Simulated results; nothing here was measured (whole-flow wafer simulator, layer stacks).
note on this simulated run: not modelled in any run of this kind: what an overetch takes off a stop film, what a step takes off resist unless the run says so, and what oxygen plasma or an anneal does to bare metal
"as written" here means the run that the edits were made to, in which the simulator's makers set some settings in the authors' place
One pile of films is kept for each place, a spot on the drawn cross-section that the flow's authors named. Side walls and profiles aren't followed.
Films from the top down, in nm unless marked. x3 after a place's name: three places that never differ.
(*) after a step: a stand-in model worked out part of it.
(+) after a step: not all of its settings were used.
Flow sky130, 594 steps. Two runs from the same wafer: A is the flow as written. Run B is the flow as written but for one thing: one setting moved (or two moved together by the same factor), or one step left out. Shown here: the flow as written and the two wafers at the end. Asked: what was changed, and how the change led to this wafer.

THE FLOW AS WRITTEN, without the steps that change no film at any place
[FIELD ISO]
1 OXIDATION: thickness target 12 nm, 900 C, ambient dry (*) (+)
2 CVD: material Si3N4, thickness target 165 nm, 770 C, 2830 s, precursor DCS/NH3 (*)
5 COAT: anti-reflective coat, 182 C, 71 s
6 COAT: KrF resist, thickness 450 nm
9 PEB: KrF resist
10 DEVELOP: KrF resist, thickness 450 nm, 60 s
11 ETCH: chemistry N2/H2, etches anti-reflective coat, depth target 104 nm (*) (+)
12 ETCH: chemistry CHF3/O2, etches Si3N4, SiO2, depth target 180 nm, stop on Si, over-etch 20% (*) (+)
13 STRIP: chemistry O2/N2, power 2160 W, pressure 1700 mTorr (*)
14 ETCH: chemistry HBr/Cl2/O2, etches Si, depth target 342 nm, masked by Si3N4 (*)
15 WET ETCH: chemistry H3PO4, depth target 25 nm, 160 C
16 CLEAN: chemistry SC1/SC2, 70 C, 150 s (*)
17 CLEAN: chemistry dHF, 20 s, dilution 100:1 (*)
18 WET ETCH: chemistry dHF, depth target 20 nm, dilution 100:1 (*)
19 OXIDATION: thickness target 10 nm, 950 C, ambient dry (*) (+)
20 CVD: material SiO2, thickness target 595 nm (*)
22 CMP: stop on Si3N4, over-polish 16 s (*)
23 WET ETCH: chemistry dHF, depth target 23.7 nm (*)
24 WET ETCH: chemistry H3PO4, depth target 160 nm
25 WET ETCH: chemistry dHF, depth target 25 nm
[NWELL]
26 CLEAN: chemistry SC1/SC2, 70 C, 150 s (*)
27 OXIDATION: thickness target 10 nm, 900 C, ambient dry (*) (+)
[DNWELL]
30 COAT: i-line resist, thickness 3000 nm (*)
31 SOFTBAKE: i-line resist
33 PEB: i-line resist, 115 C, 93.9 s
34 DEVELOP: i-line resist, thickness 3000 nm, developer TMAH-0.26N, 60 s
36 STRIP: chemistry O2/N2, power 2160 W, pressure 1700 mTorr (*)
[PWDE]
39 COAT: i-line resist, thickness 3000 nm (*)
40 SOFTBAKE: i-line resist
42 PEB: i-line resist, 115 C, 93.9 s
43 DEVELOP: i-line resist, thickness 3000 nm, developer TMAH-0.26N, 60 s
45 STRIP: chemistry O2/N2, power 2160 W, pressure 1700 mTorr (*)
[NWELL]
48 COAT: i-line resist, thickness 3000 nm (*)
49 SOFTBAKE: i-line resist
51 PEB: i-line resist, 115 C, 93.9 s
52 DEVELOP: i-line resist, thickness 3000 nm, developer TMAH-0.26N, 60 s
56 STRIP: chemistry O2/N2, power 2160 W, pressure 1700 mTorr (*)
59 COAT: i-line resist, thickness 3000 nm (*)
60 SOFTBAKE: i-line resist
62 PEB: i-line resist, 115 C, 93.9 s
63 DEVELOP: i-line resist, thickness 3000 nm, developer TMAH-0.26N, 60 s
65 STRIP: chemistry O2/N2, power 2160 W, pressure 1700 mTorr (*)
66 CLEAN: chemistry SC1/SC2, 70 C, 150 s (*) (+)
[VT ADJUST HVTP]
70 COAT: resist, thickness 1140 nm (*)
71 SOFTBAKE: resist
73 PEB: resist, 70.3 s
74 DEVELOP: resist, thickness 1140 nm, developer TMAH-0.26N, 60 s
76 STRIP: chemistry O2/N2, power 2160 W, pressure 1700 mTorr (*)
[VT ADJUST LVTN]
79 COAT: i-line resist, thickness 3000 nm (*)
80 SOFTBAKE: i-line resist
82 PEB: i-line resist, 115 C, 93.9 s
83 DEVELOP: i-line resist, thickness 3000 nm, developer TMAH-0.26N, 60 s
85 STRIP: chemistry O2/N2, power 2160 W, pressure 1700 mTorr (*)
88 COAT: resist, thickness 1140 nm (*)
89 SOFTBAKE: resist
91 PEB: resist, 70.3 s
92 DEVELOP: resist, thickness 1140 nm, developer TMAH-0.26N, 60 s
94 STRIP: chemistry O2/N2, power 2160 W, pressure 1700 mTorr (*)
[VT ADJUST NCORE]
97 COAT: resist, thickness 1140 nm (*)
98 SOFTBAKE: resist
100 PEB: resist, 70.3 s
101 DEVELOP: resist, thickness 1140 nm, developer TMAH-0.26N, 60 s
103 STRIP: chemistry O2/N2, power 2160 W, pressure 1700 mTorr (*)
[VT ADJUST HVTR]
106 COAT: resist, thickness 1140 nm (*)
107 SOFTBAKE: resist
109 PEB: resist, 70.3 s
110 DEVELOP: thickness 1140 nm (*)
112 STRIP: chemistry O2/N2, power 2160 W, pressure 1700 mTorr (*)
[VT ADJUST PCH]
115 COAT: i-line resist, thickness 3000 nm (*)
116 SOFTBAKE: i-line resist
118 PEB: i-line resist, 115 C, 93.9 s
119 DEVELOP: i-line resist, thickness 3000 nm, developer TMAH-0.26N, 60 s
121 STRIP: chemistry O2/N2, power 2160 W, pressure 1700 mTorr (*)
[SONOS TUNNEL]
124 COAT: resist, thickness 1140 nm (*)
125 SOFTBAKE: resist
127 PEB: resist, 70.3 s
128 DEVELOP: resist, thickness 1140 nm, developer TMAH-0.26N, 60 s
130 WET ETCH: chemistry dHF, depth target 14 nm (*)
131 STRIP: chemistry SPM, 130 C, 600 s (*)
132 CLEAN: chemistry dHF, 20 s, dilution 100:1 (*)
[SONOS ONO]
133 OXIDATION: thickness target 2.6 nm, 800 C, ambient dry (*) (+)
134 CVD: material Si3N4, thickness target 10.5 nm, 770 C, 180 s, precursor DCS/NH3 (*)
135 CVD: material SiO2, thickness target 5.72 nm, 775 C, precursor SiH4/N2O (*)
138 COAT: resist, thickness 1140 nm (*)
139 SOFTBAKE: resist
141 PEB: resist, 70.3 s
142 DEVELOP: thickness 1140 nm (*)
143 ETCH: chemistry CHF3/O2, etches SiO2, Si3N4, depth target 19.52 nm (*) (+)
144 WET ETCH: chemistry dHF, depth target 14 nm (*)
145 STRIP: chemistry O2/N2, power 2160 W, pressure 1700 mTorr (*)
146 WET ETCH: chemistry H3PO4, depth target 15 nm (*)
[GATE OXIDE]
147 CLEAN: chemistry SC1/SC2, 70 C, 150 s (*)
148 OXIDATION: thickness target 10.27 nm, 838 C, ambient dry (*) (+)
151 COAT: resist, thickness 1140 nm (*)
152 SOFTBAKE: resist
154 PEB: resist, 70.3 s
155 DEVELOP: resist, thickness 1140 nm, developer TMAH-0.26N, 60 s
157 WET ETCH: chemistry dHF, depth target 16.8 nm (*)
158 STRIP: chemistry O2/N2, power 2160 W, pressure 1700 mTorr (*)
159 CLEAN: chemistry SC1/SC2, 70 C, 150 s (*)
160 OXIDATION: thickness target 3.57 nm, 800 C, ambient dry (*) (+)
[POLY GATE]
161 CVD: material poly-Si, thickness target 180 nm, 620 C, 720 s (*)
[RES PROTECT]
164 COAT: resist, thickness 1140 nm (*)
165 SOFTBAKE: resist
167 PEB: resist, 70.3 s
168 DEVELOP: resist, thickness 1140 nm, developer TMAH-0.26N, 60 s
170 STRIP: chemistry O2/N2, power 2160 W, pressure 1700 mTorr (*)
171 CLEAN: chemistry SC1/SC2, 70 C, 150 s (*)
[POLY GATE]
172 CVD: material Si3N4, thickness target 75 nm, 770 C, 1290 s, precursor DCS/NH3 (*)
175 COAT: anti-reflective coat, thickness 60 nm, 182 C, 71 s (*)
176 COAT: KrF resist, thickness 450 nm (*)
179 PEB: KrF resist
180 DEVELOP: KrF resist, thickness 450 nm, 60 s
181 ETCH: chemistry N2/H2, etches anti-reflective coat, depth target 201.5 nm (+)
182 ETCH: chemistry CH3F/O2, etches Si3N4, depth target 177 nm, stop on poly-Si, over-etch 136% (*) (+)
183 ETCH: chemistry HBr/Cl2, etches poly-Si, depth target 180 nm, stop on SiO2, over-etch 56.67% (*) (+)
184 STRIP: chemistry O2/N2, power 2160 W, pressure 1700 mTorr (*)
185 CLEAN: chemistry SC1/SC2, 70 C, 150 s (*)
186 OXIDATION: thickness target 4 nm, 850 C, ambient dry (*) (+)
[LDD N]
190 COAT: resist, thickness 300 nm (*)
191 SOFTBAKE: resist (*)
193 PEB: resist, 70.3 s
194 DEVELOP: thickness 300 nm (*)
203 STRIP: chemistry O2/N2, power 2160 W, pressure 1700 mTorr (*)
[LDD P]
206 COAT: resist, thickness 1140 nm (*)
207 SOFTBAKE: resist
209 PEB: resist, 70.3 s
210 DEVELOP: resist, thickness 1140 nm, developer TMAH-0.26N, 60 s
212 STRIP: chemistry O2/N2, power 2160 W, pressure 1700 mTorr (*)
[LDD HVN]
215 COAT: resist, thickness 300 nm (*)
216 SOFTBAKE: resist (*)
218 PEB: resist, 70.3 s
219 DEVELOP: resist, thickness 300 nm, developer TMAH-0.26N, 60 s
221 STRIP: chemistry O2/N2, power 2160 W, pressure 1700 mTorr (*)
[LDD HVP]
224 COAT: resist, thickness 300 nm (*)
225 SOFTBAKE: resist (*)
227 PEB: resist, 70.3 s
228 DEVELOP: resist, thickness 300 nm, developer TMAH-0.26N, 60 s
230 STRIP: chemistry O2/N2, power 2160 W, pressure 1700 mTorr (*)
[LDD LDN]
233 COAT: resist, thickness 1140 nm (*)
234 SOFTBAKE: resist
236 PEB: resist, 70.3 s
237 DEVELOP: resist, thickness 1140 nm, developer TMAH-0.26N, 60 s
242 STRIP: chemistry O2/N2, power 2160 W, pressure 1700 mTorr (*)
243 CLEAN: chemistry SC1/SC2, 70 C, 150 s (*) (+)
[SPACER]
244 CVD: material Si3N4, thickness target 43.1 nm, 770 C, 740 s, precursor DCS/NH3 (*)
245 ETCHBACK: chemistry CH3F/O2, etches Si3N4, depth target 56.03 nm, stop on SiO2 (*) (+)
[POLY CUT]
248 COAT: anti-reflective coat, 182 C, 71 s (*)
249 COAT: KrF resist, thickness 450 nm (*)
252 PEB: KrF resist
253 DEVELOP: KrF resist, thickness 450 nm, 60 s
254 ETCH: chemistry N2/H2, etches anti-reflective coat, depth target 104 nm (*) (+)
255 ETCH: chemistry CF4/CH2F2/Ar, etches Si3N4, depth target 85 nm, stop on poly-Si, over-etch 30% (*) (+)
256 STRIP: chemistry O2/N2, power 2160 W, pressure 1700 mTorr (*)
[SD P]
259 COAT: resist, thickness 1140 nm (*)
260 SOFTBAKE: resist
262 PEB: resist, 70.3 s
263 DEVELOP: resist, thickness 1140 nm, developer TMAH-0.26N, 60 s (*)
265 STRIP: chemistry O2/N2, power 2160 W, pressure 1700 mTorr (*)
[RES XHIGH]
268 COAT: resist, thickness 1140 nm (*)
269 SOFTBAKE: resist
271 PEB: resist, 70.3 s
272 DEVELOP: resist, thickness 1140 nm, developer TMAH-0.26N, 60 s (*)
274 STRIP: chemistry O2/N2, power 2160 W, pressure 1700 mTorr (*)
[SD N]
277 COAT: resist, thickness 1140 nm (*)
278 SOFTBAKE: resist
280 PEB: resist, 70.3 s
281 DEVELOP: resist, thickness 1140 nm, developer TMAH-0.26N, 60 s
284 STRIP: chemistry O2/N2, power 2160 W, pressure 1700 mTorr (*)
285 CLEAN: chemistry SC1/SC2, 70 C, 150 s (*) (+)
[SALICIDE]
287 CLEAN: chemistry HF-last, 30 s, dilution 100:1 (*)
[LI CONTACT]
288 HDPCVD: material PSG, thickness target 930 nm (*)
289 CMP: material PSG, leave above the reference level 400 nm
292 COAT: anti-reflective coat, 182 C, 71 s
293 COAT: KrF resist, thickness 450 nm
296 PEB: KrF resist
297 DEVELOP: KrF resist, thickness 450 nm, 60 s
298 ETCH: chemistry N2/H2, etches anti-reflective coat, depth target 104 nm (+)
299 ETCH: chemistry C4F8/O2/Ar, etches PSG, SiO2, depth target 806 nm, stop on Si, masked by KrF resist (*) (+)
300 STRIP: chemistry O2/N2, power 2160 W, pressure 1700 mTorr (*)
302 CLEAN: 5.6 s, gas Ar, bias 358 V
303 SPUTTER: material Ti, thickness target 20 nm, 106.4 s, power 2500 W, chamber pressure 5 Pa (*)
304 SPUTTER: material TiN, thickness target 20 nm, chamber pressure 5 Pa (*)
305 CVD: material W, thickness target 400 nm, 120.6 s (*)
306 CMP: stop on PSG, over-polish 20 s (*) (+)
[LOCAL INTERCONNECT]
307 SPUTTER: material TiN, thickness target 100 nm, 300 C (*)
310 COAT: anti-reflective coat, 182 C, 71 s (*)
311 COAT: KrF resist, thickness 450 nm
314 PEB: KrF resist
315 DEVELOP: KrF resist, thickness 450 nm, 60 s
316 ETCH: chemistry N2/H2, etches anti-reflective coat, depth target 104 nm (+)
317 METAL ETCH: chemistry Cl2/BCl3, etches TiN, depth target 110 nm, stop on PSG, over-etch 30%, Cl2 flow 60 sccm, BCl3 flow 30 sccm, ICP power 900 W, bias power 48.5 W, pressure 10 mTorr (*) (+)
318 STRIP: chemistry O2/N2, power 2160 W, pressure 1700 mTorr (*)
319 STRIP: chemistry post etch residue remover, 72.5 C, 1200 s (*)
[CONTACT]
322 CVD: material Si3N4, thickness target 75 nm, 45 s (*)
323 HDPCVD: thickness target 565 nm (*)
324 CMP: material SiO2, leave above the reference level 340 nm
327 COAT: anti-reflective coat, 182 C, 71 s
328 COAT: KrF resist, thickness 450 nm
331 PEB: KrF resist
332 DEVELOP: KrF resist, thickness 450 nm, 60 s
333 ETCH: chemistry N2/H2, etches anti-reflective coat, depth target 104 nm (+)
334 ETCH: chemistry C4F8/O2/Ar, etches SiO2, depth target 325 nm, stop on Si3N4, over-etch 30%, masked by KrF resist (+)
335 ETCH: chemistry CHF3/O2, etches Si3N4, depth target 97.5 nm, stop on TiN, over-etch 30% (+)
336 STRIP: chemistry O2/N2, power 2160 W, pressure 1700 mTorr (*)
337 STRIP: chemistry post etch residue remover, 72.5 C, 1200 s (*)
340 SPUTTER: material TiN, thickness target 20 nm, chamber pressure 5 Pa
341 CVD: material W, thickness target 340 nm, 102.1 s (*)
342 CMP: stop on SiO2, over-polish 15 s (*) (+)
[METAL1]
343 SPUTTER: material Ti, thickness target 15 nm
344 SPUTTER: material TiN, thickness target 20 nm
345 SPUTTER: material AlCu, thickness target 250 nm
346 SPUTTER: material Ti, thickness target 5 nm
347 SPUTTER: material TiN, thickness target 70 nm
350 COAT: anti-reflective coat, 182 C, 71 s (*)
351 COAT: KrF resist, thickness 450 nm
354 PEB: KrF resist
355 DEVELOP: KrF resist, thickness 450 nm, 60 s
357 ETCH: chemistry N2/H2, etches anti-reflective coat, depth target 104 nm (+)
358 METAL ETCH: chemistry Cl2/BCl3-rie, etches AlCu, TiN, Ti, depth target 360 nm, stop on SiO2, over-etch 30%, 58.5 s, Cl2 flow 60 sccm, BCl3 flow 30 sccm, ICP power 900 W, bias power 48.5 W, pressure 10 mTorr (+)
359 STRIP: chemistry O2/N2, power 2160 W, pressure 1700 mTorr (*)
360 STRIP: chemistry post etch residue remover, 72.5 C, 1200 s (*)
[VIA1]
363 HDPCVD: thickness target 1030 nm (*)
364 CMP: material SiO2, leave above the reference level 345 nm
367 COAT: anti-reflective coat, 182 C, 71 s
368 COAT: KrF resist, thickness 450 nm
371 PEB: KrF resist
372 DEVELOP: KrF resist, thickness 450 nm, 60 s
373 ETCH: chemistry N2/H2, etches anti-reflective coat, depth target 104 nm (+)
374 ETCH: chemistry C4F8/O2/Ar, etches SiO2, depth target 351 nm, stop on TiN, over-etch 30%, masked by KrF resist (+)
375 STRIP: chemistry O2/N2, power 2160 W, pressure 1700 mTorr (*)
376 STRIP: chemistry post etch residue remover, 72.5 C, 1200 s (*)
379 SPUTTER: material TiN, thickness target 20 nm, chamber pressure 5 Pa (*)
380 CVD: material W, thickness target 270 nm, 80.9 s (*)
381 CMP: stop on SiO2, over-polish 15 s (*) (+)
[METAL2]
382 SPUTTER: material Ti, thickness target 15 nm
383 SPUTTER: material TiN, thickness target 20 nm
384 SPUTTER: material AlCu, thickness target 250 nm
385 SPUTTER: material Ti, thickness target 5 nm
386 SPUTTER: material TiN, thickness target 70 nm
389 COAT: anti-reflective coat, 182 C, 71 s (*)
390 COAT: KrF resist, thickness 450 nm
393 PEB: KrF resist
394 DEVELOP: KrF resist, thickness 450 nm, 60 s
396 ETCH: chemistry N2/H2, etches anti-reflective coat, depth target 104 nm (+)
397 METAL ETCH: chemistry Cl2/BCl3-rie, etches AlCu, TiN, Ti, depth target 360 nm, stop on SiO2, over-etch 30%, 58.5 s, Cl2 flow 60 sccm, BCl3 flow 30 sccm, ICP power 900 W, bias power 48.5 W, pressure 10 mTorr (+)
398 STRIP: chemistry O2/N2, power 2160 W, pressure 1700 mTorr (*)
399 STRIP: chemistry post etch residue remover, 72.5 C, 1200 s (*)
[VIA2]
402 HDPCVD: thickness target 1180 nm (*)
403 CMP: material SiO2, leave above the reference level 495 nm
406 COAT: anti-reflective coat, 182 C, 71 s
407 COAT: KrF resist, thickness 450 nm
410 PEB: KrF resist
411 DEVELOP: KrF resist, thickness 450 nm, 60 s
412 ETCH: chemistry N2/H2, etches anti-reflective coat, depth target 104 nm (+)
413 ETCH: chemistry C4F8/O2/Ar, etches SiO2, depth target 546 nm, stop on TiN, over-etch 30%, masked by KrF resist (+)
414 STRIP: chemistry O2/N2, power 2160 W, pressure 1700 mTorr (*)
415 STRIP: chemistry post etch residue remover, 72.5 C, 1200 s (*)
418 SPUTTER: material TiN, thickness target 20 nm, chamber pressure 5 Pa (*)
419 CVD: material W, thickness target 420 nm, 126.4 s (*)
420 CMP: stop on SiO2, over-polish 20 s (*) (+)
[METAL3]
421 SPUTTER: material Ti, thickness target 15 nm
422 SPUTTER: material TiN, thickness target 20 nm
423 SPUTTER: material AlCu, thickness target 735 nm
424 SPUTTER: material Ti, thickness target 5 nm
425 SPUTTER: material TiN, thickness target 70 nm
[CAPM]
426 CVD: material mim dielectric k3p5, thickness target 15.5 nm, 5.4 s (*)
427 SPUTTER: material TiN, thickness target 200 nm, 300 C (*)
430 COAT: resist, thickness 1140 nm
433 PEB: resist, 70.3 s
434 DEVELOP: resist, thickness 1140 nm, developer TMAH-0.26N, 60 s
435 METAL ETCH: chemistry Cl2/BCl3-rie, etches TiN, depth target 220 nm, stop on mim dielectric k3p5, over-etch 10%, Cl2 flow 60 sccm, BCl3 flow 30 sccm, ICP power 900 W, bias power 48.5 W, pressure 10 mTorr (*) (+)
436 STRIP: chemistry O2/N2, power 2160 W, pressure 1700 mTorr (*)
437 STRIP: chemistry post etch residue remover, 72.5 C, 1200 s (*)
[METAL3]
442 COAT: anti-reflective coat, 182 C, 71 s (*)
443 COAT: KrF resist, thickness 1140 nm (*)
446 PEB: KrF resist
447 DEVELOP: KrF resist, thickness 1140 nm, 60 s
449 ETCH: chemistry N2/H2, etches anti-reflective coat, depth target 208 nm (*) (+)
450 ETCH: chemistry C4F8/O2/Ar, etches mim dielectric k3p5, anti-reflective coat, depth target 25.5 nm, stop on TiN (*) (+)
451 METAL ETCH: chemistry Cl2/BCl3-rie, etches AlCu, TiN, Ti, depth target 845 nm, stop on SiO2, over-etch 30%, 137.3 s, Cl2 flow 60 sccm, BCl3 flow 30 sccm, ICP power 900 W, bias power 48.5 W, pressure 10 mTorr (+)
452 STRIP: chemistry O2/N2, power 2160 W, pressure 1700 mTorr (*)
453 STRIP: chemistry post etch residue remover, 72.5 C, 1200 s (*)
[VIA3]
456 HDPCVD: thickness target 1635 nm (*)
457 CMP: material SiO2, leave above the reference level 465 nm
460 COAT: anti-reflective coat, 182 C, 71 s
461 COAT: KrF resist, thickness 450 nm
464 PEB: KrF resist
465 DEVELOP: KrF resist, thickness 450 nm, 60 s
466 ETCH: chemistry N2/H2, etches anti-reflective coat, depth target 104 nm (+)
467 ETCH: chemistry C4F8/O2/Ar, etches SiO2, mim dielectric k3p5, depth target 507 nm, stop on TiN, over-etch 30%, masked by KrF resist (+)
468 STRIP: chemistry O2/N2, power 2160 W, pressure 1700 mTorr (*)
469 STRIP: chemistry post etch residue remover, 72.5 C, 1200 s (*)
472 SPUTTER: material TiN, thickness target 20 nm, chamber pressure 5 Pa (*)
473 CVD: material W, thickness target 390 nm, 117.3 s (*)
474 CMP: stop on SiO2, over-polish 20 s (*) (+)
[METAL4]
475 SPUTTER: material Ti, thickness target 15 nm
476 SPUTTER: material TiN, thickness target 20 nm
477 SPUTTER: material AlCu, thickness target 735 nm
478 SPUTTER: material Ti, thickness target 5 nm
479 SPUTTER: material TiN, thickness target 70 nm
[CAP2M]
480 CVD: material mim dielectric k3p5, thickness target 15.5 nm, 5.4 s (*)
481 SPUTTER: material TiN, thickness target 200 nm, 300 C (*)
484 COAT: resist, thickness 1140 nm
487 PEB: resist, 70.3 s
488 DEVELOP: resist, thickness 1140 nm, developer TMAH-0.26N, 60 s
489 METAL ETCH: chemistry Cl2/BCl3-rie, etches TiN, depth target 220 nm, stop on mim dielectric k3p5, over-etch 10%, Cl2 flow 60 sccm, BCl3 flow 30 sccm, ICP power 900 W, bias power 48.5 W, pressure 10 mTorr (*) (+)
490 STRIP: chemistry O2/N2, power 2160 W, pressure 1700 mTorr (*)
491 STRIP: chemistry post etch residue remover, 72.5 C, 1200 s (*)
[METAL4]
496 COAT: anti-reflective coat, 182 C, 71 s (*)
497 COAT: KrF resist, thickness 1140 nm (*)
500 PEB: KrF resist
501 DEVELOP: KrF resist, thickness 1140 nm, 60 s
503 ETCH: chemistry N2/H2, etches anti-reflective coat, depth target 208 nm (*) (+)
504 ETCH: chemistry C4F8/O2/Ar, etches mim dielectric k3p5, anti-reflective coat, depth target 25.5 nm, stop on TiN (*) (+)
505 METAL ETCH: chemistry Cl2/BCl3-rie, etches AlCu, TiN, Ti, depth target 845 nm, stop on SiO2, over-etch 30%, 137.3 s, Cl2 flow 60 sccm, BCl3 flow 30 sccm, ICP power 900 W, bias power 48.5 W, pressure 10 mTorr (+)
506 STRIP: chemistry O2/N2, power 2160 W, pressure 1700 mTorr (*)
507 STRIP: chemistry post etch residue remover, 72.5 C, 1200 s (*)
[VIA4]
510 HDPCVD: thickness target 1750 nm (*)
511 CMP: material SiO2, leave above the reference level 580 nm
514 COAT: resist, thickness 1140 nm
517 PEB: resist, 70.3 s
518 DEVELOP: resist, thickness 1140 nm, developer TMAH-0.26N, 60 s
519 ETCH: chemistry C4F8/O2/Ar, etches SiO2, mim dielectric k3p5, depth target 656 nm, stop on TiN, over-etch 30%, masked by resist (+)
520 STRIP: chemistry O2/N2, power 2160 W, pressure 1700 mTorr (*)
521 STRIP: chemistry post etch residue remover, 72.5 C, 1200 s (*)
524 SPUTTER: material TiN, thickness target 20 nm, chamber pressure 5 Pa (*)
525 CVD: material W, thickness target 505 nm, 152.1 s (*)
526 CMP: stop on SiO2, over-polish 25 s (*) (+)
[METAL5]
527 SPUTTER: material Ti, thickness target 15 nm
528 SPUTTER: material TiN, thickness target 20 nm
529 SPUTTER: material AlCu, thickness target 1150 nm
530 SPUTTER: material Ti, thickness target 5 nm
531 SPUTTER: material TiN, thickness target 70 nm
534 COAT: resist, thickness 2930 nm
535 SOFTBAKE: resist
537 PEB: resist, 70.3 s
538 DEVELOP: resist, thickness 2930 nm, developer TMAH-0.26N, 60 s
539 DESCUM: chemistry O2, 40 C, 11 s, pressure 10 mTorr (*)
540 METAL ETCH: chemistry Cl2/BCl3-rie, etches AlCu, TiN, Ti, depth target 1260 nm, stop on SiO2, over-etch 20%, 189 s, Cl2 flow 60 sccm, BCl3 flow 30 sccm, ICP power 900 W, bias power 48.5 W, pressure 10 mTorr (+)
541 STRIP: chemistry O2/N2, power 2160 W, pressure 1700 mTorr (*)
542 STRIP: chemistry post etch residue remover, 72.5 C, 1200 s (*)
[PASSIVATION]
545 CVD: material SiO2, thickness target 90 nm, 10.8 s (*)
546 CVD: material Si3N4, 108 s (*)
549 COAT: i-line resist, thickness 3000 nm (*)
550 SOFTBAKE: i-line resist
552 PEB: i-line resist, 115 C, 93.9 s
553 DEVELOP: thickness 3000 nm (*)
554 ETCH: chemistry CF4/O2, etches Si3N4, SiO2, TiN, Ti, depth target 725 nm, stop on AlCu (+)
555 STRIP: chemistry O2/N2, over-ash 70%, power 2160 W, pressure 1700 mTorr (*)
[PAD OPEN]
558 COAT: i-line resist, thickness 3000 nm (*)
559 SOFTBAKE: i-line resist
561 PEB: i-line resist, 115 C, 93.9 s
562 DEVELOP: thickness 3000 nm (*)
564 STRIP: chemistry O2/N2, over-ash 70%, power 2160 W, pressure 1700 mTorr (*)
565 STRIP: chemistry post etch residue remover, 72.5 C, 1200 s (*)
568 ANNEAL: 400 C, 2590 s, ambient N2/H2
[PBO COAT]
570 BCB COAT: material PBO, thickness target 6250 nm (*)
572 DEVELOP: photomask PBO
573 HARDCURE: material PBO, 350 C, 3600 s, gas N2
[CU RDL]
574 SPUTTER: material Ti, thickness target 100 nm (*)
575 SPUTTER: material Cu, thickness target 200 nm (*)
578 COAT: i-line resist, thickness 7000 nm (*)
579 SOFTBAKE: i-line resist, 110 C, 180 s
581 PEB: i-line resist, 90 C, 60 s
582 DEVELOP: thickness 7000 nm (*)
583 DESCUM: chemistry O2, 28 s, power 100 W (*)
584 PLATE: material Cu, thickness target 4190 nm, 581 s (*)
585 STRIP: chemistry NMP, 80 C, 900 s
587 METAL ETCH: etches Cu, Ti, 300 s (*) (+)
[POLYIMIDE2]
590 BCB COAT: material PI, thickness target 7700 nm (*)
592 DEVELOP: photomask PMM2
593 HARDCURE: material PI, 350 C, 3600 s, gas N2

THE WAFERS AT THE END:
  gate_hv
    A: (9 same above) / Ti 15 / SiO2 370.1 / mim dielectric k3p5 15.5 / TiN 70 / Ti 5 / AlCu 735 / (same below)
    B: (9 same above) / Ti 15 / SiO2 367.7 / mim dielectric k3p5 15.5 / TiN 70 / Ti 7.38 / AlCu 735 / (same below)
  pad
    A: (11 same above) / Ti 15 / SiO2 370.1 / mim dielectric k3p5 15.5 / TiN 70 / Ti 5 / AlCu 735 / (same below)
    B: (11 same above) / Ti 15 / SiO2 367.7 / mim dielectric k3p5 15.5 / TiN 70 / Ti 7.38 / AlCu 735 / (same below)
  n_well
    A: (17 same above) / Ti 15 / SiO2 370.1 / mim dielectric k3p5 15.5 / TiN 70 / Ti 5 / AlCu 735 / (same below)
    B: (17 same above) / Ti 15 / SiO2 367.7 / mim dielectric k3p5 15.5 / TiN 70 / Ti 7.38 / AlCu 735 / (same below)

The cause: step 424, SPUTTER: thickness target 7.38 nm was run, where the flow has thickness target 5 nm.
It can be read off the wafer: gate_hv has Ti 7.38, and step 424 as written asks for 5 nm.

How the change led to this, step by step:
  424 SPUTTER: material Ti, thickness target 5 nm
      field, active, n_well and 188 more: A Ti +5 (new film) | B Ti +7.38 (new film)
  451 METAL ETCH: chemistry Cl2/BCl3-rie, etches AlCu, TiN, Ti, depth target 845 nm, stop on SiO2, over-etch 30%, 137.3 s, Cl2 flow 60 sccm, BCl3 flow 30 sccm, ICP power 900 W, bias power 48.5 W, pressure 10 mTorr (+)
      field, gate, spacer and 68 more: A TiN -70 (all of it), Ti -5 (all of it), AlCu -735 (all of it), TiN -20 (all of it), Ti -15 (all of it), SiO2 -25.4 | B TiN -70 (all of it), Ti -7.38 (all of it), AlCu -735 (all of it), TiN -20 (all of it), Ti -15 (all of it), SiO2 -25.1
      active, vpp_ln, vpp_iso2 and 11 more: A TiN -70 (all of it), Ti -5 (all of it), AlCu -735 (all of it), TiN -20 (all of it), Ti -15 (all of it), SiO2 -25.3 | B TiN -70 (all of it), Ti -7.38 (all of it), AlCu -735 (all of it), TiN -20 (all of it), Ti -15 (all of it), SiO2 -25.1
